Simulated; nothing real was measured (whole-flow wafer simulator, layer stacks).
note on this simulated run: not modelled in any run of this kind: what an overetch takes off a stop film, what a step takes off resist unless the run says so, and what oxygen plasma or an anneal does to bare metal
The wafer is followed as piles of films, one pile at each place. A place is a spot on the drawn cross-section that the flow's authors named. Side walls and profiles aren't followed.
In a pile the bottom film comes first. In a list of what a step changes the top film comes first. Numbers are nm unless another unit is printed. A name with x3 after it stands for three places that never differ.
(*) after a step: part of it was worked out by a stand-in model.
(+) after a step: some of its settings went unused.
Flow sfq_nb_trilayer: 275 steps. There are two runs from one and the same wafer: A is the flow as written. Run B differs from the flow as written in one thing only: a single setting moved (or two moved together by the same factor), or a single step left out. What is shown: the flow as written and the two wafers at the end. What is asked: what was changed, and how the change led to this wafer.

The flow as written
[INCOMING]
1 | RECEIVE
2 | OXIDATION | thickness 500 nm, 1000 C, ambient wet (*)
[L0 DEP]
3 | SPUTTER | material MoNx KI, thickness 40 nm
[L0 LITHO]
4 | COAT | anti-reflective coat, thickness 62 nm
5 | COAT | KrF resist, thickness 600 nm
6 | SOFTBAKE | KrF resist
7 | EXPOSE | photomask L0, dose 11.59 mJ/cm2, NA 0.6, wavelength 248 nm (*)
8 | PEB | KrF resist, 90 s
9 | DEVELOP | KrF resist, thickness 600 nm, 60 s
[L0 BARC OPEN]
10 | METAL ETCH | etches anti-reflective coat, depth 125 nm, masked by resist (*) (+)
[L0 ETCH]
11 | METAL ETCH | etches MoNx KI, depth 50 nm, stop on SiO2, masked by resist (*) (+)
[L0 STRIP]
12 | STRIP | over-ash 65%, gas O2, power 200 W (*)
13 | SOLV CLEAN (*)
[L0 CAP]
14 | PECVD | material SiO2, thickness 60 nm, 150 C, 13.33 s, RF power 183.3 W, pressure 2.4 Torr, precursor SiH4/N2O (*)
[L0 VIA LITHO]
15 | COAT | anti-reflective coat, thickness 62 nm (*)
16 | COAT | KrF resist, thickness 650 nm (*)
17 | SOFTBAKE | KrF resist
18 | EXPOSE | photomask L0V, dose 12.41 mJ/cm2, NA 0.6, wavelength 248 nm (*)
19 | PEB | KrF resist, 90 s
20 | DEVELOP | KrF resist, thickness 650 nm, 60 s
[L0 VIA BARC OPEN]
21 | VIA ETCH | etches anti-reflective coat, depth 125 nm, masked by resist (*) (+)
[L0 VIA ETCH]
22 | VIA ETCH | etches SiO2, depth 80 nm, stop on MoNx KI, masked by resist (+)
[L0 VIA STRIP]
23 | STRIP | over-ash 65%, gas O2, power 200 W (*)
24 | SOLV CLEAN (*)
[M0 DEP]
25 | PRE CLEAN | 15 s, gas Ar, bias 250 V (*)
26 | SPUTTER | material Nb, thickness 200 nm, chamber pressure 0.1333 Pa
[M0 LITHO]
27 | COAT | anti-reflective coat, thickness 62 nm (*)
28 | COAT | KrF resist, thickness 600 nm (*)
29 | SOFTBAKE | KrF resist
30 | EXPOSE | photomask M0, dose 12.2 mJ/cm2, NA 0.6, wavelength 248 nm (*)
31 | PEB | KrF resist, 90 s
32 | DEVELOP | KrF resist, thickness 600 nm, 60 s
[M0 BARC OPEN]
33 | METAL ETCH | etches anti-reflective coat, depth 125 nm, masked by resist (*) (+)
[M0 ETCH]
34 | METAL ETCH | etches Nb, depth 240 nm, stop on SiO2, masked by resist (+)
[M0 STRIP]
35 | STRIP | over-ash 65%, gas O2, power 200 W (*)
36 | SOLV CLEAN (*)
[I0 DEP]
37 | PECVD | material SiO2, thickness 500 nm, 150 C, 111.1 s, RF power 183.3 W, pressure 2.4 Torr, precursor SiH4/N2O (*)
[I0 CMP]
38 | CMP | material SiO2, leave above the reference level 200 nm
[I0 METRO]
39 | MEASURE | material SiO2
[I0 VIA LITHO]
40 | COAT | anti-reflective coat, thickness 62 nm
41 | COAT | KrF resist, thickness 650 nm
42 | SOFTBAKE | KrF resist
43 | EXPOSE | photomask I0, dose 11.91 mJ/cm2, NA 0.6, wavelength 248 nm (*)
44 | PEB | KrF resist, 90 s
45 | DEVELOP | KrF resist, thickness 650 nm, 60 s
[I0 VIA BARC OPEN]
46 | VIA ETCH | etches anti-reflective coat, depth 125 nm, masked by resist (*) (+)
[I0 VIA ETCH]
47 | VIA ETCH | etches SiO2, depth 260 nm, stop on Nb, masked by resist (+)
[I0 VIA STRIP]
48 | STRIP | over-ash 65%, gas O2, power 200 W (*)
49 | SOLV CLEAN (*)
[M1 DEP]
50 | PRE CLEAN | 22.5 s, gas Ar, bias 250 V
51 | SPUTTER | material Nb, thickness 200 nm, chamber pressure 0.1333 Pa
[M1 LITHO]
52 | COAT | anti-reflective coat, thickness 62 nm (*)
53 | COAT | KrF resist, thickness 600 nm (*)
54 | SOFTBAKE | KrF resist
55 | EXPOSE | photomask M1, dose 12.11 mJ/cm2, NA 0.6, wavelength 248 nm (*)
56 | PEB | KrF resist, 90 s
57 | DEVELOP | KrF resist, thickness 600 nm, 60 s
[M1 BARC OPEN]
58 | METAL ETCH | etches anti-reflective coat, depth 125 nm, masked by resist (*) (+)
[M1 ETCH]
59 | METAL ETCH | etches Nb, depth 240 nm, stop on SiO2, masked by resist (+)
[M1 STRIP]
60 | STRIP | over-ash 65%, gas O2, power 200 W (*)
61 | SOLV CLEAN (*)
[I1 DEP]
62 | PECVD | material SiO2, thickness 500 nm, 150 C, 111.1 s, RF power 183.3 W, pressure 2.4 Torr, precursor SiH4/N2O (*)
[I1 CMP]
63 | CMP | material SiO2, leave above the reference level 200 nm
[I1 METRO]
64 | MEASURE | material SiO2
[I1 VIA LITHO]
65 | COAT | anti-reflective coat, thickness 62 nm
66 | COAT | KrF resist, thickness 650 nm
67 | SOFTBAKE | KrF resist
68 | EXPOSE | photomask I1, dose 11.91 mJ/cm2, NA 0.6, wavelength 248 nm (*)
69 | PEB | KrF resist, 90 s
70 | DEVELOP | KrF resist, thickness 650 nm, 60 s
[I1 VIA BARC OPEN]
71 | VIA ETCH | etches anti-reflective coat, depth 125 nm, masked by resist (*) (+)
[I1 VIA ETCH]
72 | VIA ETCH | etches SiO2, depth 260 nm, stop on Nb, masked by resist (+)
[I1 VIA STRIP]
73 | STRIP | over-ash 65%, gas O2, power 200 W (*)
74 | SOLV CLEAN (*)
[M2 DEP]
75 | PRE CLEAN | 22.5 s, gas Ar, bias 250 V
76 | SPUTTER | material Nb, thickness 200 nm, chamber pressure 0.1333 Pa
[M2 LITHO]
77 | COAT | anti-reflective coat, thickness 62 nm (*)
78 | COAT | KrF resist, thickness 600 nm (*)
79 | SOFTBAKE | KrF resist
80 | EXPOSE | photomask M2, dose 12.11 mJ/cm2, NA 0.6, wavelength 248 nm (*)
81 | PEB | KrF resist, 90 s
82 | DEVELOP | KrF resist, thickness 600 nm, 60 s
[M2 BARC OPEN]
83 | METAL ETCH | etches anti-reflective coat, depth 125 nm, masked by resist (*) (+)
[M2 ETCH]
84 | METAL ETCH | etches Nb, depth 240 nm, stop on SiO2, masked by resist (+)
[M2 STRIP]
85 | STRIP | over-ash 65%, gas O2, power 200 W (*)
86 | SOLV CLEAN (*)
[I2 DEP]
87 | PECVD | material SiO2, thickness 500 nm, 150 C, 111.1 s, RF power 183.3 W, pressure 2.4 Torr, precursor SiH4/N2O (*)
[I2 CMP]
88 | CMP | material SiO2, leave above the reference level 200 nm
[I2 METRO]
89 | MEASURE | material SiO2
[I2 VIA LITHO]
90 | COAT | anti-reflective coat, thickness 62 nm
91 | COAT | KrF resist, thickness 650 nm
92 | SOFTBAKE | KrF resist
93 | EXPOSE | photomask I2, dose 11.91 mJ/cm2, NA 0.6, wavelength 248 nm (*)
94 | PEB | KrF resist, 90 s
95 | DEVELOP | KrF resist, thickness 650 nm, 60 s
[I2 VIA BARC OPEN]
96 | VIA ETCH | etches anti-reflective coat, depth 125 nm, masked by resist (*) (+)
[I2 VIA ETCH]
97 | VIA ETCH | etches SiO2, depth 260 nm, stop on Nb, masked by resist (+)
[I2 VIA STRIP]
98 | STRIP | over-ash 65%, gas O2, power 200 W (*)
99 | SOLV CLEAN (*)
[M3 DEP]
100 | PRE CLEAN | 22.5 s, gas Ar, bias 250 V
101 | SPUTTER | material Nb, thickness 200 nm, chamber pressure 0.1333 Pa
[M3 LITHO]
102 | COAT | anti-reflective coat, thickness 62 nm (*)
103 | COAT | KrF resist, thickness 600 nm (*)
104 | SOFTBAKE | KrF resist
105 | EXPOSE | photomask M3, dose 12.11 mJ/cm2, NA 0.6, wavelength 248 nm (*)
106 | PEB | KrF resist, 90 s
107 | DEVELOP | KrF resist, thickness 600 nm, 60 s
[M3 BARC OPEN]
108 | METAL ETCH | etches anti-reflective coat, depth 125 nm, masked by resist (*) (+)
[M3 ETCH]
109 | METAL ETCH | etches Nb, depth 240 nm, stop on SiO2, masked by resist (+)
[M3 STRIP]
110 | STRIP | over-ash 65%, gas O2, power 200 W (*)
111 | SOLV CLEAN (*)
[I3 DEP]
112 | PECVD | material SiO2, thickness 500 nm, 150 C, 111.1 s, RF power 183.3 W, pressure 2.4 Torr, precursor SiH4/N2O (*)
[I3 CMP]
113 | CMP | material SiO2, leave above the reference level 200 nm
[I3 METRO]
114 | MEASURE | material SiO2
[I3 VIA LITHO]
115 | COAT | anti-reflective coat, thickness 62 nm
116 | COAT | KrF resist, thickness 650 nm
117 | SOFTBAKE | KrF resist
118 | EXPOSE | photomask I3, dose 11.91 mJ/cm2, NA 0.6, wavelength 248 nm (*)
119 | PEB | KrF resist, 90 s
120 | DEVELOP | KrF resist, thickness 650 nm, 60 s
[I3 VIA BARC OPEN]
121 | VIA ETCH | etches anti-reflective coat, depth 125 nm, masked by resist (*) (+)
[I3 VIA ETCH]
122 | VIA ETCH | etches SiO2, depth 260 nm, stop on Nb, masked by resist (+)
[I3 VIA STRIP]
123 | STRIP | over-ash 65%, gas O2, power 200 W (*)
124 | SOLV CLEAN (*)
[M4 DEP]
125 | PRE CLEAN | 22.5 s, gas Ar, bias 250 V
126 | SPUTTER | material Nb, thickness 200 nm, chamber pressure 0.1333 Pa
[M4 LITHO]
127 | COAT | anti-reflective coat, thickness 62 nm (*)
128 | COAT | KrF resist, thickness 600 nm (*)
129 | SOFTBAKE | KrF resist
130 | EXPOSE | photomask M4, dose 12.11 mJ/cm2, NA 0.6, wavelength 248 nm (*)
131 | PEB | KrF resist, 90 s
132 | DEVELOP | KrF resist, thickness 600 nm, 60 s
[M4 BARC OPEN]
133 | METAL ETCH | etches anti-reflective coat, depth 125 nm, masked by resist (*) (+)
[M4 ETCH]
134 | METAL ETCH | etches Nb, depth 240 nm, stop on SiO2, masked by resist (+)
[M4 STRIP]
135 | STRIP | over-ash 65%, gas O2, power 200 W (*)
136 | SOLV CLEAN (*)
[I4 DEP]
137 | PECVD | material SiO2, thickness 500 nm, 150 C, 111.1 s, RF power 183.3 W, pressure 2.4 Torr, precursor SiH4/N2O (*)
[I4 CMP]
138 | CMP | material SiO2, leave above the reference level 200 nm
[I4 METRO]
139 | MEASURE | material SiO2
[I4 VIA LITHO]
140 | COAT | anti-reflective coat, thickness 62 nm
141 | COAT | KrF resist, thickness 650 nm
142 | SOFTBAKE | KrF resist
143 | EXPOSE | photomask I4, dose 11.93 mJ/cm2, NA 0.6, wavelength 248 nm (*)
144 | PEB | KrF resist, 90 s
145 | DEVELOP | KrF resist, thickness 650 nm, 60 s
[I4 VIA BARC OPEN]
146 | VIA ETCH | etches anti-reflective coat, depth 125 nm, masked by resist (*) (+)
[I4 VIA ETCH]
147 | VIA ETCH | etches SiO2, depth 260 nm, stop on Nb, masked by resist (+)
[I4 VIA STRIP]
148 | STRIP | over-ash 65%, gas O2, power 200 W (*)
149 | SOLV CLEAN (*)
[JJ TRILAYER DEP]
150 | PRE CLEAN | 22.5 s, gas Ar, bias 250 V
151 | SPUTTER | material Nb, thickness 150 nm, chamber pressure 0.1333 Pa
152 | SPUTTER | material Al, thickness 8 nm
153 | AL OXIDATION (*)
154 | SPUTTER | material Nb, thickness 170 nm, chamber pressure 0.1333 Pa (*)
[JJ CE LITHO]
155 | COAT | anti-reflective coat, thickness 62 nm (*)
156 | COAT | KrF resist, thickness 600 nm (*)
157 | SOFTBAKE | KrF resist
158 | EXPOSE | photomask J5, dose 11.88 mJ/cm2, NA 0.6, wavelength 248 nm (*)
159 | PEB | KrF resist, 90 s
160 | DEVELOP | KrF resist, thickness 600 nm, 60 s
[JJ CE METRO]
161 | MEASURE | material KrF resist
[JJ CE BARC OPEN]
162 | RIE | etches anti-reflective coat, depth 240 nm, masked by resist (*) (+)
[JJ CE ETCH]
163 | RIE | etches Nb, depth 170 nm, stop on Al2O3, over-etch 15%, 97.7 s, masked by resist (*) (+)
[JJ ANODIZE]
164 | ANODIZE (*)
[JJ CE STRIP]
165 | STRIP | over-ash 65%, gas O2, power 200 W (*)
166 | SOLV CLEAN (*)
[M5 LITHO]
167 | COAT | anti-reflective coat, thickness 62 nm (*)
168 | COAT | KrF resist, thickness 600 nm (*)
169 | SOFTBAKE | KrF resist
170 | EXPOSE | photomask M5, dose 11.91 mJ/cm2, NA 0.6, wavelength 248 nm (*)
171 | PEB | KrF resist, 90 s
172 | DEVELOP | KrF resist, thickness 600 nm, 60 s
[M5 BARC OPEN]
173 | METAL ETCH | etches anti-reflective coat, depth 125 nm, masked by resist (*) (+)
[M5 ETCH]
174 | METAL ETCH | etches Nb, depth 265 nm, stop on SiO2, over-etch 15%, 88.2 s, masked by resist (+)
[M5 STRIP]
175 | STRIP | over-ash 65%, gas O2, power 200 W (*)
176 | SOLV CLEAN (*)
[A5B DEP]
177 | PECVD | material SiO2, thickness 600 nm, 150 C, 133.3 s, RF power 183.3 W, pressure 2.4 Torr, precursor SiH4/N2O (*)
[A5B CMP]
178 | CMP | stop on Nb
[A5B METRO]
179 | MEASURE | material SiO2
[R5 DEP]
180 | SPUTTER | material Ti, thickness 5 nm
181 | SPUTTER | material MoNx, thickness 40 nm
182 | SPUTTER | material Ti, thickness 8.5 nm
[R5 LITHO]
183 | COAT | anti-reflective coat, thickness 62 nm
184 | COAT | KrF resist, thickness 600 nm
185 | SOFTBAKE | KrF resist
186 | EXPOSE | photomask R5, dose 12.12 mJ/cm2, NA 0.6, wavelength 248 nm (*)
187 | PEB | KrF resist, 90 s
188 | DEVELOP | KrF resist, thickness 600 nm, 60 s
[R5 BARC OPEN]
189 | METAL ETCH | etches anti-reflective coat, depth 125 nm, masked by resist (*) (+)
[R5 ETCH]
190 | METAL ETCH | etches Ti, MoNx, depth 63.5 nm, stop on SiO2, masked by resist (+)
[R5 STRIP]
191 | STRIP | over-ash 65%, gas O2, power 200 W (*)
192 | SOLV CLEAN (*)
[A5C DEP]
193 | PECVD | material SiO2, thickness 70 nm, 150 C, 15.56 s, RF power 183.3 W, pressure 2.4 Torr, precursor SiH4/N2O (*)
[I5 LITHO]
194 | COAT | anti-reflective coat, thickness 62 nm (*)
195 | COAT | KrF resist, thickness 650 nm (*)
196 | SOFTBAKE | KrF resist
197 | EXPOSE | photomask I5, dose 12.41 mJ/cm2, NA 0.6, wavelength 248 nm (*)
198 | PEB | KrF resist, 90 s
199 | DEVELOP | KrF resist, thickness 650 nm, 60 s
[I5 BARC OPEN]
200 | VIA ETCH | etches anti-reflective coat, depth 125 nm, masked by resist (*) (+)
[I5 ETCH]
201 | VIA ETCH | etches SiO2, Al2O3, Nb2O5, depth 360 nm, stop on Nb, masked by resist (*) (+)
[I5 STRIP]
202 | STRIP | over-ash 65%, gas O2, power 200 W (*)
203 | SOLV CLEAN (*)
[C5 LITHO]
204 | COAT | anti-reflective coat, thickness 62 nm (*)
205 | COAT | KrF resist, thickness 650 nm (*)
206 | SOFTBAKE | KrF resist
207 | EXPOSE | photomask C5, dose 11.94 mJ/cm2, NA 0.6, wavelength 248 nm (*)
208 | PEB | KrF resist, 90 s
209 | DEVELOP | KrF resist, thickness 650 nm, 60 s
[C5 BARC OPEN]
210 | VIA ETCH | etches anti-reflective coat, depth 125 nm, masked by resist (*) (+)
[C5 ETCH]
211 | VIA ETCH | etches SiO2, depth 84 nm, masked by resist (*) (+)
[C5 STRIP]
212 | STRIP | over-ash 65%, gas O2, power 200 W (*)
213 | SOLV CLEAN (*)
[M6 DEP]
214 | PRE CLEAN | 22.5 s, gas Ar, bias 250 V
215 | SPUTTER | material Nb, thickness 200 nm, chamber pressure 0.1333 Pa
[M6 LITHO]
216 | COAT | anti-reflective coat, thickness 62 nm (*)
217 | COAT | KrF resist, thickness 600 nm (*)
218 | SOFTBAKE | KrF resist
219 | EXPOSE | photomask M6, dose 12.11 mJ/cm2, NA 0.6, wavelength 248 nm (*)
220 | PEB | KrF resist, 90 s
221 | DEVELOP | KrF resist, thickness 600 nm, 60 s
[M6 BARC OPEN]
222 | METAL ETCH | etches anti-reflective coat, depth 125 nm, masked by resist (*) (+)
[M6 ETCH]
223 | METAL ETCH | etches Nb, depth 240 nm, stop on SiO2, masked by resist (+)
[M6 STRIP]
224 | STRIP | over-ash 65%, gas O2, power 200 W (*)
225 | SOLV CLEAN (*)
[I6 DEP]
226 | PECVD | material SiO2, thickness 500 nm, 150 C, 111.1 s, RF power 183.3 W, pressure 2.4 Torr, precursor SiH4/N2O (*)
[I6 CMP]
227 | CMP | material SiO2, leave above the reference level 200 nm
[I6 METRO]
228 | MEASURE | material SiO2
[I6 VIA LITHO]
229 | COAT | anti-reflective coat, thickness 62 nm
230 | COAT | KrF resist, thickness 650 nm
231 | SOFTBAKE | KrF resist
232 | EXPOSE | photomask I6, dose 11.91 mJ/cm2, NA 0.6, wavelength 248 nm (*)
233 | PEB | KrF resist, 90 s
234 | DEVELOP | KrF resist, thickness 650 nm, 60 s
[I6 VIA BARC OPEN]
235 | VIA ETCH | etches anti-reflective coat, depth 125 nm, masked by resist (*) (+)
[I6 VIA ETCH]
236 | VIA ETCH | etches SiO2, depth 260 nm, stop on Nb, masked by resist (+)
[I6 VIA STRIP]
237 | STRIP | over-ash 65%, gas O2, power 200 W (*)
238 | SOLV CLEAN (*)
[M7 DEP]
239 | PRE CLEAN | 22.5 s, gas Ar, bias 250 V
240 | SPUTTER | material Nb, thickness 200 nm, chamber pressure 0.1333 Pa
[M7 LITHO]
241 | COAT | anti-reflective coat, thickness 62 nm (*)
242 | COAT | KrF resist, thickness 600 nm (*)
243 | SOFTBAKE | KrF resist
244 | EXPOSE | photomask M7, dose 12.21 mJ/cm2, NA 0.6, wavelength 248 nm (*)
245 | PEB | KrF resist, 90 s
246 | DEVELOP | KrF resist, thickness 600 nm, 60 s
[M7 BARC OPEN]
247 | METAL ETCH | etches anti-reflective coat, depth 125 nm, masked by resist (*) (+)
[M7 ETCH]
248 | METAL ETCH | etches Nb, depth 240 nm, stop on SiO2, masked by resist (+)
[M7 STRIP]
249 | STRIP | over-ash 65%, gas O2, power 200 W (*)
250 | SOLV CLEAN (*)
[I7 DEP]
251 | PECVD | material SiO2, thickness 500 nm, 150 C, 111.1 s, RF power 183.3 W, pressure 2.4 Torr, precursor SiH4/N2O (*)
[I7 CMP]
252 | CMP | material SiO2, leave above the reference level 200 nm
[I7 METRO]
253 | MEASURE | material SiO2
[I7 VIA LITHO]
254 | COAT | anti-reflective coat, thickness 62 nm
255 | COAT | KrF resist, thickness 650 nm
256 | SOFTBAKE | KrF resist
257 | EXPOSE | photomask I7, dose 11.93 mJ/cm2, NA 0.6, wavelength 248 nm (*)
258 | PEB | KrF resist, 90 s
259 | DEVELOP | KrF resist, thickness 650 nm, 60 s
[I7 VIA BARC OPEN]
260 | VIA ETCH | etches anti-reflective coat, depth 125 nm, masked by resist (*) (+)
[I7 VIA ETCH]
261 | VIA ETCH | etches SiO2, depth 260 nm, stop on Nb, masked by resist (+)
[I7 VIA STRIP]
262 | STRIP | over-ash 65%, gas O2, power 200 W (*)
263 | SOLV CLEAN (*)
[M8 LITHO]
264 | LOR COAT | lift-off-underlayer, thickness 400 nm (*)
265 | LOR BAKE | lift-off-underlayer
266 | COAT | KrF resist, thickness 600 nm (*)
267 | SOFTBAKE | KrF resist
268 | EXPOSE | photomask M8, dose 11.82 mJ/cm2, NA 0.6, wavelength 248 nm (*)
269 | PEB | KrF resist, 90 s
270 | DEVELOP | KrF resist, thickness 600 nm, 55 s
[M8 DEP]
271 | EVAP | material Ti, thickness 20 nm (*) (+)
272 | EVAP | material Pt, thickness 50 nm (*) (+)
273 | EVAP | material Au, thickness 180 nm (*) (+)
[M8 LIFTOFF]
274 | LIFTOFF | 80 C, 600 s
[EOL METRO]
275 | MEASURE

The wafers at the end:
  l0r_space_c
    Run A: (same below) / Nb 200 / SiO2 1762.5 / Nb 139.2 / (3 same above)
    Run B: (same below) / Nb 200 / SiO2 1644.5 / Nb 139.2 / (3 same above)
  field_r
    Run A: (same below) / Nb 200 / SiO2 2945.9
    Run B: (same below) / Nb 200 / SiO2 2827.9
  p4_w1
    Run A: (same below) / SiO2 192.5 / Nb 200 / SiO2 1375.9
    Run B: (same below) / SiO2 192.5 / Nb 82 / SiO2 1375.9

Cause: step 126, SPUTTER: thickness 82 nm was run, while the flow as written has thickness 200 nm.
One can read it off the wafer: p4_w1 has Nb 82, and step 126 as written asks for 200 nm.

The path from the change to this, step by step:
  126 | SPUTTER | material Nb, thickness 200 nm, chamber pressure 0.1333 Pa
      field_l, v_sur, via_wl and 102 more: A +200 Nb (new film) | B +82 Nb (new film)
      via_v: A +165.5 Nb | B +67.6 Nb
  127 | COAT | anti-reflective coat, thickness 62 nm (*)
      via_v: A +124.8 anti-reflective coat (new film) | B +118.9 anti-reflective coat (new film)
  134 | METAL ETCH | etches Nb, depth 240 nm, stop on SiO2, masked by resist (+)
      field_l, be, be_sur and 64 more: A -200 Nb (all of it) | B -82 Nb (all of it)
      v_sur, via_wl, via_w and 36 more: A -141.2 KrF resist | B -72.4 KrF resist
  135 | STRIP | over-ash 65%, gas O2, power 200 W (*)
      p4_fl, p4_fm, p4_w1 and 26 more: A -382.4 KrF resist (all of it), -62 anti-reflective coat (all of it) | B -451.2 KrF resist (all of it), -62 anti-reflective coat (all of it)
      ln_m5, lsp_m, ln_m6: A -381.9 KrF resist (all of it), -61.8 anti-reflective coat (all of it) | B -450.8 KrF resist (all of it), -61.8 anti-reflective coat (all of it)
      (also at 7 further places)
  137 | PECVD | material SiO2, thickness 500 nm, 150 C, 111.1 s, RF power 183.3 W, pressure 2.4 Torr, precursor SiH4/N2O (*)
      p3_s0, p3_s1, p3_s2, p3_s3, p3_s4, p3_s5: A +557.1 SiO2 | B +500 SiO2
      via_v: A +615 SiO2 (new film) | B +582 SiO2 (new film)
  138 | CMP | material SiO2, leave above the reference level 200 nm
      field_l, be, be_sur and 55 more: A -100 SiO2 | B -218 SiO2
      p3_s0, p3_s1, p3_s2, p3_s3, p3_s4, p3_s5: A -157.1 SiO2 | B -218 SiO2
      (also at 4 further places)
